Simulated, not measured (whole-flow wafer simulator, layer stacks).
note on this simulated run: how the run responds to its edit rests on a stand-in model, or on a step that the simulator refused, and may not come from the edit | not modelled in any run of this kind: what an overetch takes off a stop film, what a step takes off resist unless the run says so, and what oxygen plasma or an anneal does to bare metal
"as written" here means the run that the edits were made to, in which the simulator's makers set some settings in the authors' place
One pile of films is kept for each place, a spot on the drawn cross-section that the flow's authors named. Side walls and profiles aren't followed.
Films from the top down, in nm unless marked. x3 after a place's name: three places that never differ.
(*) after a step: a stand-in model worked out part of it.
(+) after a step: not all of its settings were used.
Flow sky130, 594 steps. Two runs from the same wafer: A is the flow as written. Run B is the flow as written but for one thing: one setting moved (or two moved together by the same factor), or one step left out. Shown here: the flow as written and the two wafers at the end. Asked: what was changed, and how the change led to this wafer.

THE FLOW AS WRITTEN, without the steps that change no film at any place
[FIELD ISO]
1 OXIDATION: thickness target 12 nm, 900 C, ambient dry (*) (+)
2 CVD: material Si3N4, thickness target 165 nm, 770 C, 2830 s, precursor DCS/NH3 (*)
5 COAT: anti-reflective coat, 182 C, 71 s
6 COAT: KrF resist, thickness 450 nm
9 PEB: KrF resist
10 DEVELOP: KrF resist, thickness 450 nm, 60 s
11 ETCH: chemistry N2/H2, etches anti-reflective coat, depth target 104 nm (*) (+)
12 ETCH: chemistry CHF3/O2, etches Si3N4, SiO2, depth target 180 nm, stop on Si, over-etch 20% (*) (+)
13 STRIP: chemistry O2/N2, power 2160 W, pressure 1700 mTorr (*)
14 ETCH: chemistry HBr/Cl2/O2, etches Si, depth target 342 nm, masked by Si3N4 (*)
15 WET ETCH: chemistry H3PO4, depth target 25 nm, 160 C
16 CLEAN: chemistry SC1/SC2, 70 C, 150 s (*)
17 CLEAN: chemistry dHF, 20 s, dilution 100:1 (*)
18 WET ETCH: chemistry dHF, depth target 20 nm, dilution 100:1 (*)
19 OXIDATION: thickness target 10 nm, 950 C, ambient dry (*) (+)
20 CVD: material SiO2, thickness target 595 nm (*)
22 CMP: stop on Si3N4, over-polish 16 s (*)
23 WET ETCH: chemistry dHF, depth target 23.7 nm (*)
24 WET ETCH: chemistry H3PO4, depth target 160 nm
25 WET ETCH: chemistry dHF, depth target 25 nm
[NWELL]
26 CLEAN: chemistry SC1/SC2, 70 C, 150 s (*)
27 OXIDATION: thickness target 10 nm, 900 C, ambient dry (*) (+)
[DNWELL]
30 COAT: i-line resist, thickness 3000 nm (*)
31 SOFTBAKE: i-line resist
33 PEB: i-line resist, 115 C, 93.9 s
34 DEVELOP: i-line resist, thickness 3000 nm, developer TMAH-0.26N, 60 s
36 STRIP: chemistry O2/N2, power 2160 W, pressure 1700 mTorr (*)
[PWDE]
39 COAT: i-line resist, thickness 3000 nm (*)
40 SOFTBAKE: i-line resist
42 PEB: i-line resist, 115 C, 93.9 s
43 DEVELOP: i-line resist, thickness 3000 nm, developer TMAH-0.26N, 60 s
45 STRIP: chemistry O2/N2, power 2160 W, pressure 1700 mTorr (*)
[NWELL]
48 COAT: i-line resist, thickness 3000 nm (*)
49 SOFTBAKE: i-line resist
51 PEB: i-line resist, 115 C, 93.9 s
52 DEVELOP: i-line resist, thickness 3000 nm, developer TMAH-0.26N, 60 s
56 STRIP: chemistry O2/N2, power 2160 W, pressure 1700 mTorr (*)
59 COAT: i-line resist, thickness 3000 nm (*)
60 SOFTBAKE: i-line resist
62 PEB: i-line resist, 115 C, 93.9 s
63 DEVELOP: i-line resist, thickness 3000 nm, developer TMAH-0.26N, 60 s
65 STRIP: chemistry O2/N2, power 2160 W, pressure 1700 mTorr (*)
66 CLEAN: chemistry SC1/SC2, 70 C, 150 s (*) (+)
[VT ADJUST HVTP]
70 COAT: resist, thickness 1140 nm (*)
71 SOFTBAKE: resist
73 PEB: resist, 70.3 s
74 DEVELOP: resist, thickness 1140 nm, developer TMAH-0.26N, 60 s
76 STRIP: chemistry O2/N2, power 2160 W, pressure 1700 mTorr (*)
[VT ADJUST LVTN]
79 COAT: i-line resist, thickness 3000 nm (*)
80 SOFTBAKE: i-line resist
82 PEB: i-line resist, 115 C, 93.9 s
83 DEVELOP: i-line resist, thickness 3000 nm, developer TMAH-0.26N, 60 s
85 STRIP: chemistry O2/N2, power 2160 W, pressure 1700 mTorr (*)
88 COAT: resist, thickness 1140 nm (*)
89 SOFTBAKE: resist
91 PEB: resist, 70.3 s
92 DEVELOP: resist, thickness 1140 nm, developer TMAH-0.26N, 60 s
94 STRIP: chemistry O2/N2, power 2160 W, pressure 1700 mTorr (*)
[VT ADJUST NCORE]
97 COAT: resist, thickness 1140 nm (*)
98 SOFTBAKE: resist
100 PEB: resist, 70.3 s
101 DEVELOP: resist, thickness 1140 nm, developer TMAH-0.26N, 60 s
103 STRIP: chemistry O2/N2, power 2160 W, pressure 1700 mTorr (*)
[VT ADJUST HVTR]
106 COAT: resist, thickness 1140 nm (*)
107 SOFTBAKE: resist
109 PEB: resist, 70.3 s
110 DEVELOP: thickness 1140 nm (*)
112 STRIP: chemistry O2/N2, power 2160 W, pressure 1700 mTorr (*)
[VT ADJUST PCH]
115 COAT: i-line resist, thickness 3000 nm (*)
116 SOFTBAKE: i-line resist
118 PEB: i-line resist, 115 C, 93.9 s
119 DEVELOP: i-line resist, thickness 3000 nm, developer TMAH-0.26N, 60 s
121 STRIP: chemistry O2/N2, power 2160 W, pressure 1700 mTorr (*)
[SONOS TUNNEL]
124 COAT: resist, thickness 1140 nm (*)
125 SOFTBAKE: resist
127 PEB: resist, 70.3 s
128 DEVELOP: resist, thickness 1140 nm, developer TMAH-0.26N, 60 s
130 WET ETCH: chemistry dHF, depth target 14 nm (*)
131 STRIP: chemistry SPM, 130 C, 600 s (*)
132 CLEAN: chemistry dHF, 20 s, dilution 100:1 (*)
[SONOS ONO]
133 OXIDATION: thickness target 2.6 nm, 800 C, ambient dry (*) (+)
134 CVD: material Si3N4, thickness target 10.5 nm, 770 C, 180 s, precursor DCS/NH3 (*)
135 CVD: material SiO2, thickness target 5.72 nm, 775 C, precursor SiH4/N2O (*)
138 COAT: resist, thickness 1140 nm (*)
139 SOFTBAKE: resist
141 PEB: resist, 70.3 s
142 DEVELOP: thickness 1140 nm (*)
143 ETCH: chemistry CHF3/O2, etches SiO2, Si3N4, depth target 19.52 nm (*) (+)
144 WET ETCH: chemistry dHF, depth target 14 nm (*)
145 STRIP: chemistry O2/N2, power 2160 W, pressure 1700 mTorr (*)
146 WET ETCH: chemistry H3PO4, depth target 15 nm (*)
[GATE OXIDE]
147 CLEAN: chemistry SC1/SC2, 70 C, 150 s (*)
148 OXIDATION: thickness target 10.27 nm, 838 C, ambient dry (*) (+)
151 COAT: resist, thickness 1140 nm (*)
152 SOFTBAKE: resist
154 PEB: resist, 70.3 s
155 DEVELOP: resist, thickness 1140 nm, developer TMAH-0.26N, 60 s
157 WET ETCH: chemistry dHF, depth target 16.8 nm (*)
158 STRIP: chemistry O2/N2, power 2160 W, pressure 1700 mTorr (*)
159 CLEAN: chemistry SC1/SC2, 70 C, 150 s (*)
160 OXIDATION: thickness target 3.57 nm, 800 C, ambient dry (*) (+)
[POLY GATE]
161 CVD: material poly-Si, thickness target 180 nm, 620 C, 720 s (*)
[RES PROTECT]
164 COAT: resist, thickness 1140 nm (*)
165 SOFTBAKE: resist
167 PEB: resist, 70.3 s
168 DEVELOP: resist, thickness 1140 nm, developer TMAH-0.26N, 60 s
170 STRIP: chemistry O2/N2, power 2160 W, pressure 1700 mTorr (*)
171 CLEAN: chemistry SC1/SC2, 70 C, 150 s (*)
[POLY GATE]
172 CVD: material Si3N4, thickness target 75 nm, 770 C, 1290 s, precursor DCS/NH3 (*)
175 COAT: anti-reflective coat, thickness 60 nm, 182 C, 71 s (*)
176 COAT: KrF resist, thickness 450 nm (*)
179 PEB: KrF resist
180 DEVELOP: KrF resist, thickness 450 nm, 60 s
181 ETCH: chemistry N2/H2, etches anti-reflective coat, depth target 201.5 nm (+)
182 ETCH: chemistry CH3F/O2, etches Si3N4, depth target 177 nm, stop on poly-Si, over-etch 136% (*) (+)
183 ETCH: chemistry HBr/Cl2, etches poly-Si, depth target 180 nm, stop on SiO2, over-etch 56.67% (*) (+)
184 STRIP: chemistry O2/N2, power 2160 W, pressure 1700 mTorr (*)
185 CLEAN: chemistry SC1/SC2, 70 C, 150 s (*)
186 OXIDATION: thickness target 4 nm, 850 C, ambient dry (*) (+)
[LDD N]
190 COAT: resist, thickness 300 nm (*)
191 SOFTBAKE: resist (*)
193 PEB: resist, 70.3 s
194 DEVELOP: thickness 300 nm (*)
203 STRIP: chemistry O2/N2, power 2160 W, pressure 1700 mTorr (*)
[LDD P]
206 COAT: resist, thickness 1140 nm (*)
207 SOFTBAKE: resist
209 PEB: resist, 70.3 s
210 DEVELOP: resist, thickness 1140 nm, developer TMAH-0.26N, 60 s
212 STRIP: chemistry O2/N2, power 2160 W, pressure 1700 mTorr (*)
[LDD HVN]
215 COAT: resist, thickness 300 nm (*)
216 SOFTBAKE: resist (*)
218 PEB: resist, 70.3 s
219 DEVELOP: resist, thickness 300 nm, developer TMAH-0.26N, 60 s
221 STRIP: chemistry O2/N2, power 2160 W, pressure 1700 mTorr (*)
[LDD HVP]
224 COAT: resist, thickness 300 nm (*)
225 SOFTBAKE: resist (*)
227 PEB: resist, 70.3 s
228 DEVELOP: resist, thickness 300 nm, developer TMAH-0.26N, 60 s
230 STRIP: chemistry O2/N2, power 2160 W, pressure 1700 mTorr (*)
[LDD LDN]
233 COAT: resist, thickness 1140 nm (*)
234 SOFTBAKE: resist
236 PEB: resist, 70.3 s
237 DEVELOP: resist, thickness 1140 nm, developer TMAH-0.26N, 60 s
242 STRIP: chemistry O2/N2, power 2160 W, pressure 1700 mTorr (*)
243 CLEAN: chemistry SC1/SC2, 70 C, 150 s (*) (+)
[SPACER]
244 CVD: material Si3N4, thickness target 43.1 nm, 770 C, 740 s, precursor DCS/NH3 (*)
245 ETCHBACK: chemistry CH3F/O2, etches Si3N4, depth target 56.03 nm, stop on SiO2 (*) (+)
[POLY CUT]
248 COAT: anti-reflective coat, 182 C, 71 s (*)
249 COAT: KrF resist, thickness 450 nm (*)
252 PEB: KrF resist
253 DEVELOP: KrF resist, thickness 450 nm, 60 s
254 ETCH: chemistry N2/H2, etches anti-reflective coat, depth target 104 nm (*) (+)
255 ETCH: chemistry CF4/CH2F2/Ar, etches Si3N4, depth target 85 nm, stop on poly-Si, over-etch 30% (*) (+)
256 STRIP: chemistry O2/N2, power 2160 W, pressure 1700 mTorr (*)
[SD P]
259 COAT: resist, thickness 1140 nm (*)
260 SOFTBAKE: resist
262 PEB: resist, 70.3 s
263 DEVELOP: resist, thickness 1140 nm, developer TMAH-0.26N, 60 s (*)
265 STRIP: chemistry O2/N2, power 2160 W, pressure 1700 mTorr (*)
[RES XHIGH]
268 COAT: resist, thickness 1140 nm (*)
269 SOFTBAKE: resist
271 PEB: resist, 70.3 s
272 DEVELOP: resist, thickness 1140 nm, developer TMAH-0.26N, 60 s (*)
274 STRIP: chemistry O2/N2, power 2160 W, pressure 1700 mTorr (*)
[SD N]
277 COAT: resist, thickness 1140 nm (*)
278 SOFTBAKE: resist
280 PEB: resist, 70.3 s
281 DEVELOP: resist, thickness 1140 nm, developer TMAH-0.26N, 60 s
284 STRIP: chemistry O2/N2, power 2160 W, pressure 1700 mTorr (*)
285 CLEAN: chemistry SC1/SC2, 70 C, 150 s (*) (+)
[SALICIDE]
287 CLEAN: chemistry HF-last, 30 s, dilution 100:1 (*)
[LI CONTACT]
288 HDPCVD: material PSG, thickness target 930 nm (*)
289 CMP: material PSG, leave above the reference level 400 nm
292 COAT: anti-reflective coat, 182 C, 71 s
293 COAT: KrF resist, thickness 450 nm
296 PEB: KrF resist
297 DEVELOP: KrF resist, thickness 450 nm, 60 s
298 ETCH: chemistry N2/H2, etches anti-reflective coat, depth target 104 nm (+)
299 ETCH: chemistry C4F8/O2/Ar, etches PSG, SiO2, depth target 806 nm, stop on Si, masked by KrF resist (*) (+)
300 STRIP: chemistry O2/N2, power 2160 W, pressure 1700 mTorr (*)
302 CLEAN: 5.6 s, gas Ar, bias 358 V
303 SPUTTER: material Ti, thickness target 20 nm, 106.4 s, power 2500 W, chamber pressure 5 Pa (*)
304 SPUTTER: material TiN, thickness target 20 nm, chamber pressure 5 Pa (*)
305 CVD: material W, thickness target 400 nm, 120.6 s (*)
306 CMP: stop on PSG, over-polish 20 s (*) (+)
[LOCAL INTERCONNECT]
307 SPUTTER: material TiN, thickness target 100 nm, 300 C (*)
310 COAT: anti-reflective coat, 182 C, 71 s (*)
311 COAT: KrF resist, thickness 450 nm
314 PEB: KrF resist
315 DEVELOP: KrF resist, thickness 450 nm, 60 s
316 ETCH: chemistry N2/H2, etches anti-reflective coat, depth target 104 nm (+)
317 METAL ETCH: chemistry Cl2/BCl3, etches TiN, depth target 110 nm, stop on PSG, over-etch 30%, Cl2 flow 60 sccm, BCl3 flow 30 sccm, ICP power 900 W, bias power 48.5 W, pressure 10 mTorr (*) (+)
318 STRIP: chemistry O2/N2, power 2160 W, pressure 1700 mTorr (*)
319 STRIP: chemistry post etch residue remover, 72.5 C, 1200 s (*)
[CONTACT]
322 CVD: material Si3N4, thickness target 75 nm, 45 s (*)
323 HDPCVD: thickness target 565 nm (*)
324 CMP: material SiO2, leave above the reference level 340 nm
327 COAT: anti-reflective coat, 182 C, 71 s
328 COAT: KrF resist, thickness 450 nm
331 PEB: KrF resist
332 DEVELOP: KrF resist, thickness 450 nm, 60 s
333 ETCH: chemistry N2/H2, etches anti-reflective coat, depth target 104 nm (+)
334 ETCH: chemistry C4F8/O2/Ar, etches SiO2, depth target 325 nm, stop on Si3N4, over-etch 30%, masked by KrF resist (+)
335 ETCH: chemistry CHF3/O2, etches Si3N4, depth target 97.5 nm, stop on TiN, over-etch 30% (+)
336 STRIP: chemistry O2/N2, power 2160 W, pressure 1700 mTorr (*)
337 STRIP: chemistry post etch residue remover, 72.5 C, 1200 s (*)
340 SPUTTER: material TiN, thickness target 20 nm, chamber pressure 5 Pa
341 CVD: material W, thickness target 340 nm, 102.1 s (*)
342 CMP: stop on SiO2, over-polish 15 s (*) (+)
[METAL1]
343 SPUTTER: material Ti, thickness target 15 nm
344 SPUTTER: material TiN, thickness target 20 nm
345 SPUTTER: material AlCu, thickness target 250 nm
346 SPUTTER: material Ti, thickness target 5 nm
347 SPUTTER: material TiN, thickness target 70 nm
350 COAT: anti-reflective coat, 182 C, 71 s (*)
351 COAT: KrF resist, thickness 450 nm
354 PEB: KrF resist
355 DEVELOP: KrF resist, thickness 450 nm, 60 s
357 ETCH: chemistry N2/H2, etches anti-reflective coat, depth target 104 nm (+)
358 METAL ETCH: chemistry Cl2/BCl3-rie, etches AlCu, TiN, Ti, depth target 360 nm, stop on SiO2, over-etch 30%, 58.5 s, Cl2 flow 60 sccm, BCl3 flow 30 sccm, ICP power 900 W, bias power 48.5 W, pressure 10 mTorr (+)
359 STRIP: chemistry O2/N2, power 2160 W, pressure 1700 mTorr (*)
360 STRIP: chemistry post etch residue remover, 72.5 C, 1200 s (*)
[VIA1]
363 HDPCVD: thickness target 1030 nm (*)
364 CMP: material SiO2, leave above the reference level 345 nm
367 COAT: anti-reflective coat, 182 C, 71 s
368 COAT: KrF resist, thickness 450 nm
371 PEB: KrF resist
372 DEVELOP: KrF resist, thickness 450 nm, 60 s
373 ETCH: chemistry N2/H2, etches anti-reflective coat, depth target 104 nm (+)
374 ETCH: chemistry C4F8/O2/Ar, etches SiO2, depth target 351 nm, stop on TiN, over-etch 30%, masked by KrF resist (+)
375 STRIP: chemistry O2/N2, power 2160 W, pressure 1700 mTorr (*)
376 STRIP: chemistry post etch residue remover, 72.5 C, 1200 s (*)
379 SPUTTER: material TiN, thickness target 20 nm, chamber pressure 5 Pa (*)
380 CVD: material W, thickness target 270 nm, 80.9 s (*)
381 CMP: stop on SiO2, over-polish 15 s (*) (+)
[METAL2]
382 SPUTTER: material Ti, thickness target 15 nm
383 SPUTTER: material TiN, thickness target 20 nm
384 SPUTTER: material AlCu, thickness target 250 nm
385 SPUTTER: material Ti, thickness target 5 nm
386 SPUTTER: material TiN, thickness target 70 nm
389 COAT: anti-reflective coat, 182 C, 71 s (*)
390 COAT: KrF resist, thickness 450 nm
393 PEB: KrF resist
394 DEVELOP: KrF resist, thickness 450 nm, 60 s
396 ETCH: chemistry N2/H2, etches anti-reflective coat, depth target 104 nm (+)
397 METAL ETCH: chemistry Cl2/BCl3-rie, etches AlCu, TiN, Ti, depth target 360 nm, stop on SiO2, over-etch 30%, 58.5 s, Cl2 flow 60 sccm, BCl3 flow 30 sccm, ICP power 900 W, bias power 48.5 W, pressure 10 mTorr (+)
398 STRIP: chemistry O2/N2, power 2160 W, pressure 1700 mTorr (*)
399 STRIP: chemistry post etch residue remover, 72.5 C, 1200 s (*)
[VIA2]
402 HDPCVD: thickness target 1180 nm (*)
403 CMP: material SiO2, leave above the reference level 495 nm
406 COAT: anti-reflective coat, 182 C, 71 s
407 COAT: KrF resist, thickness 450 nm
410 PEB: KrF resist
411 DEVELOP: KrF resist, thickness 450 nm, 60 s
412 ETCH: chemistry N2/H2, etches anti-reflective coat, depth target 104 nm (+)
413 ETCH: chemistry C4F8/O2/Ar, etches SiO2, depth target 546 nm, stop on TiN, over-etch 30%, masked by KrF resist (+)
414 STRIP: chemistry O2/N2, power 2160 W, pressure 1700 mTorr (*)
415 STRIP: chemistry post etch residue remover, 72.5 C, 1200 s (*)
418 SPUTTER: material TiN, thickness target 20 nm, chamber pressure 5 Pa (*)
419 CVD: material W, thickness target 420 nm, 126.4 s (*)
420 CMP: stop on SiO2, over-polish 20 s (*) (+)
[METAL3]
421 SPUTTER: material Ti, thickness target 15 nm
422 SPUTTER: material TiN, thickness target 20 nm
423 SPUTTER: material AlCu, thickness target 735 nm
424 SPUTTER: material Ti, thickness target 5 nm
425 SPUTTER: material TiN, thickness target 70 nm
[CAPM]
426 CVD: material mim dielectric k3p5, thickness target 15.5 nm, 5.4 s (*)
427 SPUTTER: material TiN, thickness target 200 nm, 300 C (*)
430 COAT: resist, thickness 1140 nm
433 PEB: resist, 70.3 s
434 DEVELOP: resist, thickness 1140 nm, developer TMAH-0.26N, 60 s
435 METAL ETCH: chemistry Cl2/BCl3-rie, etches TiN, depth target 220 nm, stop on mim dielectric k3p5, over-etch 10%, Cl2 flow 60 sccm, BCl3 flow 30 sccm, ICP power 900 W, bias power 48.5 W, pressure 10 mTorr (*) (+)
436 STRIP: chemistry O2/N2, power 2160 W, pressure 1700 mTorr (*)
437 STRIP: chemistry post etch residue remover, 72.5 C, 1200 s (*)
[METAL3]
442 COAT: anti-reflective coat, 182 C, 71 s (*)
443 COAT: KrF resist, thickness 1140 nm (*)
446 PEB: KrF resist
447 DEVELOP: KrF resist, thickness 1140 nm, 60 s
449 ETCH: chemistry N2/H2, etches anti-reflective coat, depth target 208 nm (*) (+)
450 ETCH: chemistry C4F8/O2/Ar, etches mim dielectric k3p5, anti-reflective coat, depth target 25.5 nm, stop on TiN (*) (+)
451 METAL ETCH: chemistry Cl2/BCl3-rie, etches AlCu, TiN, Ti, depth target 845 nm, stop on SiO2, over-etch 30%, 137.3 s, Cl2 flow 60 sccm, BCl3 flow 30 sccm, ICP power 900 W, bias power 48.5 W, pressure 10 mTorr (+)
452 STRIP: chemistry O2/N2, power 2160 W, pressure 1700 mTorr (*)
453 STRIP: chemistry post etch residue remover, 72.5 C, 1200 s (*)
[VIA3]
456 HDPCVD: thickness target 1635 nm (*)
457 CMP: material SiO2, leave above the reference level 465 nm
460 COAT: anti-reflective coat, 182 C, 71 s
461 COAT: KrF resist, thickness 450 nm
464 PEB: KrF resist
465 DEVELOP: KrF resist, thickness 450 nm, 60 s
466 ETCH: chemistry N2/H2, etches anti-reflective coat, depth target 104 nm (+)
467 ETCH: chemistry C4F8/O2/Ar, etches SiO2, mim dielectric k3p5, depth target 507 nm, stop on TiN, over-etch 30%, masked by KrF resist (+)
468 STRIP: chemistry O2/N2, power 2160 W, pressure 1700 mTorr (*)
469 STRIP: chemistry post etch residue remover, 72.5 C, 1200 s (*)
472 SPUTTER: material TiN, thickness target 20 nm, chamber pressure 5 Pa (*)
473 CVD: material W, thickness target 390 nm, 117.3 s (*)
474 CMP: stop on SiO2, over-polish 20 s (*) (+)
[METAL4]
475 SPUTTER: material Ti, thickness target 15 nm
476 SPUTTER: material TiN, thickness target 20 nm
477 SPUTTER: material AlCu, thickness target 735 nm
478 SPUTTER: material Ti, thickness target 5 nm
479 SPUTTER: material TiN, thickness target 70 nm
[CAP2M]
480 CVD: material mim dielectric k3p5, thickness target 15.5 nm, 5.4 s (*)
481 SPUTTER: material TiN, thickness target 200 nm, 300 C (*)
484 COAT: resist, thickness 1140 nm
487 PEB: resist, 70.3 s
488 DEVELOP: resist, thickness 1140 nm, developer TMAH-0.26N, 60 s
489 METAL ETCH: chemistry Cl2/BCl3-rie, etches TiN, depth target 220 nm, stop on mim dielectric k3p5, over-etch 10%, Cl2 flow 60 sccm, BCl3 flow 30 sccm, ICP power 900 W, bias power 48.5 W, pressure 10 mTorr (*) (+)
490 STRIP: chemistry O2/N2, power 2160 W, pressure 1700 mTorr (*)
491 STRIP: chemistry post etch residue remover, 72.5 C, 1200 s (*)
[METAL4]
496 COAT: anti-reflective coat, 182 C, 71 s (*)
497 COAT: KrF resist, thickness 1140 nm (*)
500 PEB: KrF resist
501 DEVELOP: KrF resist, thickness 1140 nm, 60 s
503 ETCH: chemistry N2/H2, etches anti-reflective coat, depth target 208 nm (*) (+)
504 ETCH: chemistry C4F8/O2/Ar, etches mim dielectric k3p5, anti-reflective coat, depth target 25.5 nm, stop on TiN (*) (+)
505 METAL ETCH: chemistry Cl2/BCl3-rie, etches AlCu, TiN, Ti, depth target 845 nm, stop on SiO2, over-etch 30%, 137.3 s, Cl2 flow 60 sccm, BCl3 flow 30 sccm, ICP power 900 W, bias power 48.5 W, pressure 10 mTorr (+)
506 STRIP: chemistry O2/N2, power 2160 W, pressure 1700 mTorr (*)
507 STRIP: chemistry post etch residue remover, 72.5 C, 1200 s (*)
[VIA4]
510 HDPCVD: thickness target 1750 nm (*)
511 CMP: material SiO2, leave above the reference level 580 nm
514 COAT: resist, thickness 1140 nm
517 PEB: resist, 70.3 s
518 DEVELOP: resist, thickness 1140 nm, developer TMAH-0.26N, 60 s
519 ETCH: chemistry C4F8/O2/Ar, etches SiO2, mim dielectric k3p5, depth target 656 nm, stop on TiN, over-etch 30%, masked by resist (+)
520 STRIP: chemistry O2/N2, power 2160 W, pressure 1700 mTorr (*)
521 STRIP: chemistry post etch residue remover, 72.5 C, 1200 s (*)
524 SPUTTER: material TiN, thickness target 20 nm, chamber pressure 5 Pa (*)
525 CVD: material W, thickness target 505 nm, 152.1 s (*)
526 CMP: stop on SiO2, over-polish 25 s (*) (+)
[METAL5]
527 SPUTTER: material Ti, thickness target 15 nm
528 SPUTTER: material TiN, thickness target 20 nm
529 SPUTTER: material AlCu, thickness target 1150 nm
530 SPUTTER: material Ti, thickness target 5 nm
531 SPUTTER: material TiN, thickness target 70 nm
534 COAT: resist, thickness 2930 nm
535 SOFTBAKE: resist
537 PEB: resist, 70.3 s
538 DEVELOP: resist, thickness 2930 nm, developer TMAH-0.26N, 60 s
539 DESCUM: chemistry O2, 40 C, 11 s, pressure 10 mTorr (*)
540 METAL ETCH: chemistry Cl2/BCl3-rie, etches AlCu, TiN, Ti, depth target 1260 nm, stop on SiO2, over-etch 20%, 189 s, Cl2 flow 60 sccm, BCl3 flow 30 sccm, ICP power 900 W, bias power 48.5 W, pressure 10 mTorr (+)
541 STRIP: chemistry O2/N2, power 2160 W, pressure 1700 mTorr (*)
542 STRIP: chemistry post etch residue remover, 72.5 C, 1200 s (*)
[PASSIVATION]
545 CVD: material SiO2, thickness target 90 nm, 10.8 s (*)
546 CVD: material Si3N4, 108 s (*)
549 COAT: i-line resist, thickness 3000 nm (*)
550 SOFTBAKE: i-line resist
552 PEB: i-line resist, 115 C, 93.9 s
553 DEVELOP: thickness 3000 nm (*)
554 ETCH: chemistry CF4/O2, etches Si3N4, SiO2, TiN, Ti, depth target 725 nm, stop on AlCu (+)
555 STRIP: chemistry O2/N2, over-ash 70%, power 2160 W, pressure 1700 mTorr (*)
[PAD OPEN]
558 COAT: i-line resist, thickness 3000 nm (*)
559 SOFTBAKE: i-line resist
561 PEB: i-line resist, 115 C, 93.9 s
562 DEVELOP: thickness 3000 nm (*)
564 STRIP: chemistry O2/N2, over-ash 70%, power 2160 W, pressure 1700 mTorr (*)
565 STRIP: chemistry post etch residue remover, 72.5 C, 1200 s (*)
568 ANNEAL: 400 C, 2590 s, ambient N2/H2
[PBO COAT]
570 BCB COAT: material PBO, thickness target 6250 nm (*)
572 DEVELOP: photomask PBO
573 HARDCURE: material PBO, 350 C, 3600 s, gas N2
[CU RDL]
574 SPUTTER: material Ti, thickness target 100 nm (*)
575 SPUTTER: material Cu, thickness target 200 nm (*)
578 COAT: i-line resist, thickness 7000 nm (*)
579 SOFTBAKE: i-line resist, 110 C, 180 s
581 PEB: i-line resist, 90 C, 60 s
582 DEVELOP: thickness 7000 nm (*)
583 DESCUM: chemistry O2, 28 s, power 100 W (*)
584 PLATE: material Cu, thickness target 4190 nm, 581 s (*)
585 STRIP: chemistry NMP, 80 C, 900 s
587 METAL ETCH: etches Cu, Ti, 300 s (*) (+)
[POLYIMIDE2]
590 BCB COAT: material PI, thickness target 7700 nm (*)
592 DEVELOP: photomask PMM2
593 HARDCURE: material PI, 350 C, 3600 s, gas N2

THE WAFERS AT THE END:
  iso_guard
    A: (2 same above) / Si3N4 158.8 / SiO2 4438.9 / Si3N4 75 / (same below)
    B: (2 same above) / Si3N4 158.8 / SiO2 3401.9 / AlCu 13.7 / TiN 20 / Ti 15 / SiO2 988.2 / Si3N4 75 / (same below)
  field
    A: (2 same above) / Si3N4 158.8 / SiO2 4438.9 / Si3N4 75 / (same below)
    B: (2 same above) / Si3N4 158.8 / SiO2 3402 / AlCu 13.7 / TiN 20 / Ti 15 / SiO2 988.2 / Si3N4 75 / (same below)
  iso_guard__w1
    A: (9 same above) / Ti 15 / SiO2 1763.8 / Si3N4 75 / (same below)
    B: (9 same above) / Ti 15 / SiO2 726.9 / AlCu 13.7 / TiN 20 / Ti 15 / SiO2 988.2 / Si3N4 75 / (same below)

The cause: step 397, METAL ETCH: depth target 234 nm was run, where the flow has depth target 360 nm; step 397, METAL ETCH: 38 s was run, where the flow has 58.5 s.

How the change led to this, step by step:
  397 METAL ETCH: chemistry Cl2/BCl3-rie, etches AlCu, TiN, Ti, depth target 360 nm, stop on SiO2, over-etch 30%, 58.5 s, Cl2 flow 60 sccm, BCl3 flow 30 sccm, ICP power 900 W, bias power 48.5 W, pressure 10 mTorr (+)
      field, active, gate and 82 more: A TiN -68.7 (all of it), Ti -5 (all of it), AlCu -250 (all of it), TiN -20 (all of it), Ti -15 (all of it), SiO2 -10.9 | B TiN -68.7 (all of it), Ti -5 (all of it), AlCu -230.5
      n_well, p_well, gate_hv and 103 more: A KrF resist -234 | B KrF resist -152.1
  398 STRIP: chemistry O2/N2, power 2160 W, pressure 1700 mTorr (*)
      n_well, p_well, gate_hv and 101 more: A KrF resist -143.8 (all of it), anti-reflective coat -80 (all of it) | B KrF resist -225.7 (all of it), anti-reflective coat -80 (all of it)
      m1, via1_hole: A KrF resist -143.9 (all of it), anti-reflective coat -80.4 (all of it) | B KrF resist -225.8 (all of it), anti-reflective coat -80.4 (all of it)
  399 STRIP: chemistry post etch residue remover, 72.5 C, 1200 s (*)
      field, active, gate and 82 more: A nothing | B AlCu -5.72
  402 HDPCVD: thickness target 1180 nm (*)
      field, active, gate and 82 more: A SiO2 +1180 | B SiO2 +1180 (new film)
  403 CMP: material SiO2, leave above the reference level 495 nm
      field, active, gate and 82 more: A SiO2 -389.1 | B SiO2 -448.7
Counting metal films that touch as one body, iso_guard has 1 body; the flow as written gives 0 bodies.
Counting metal films that touch as one body, field has 1 body; the flow as written gives 0 bodies.
Counting metal films that touch as one body, iso_guard__w1 has 2 bodies (between them, from the top down: SiO2 726.9); the flow as written gives 1 body.
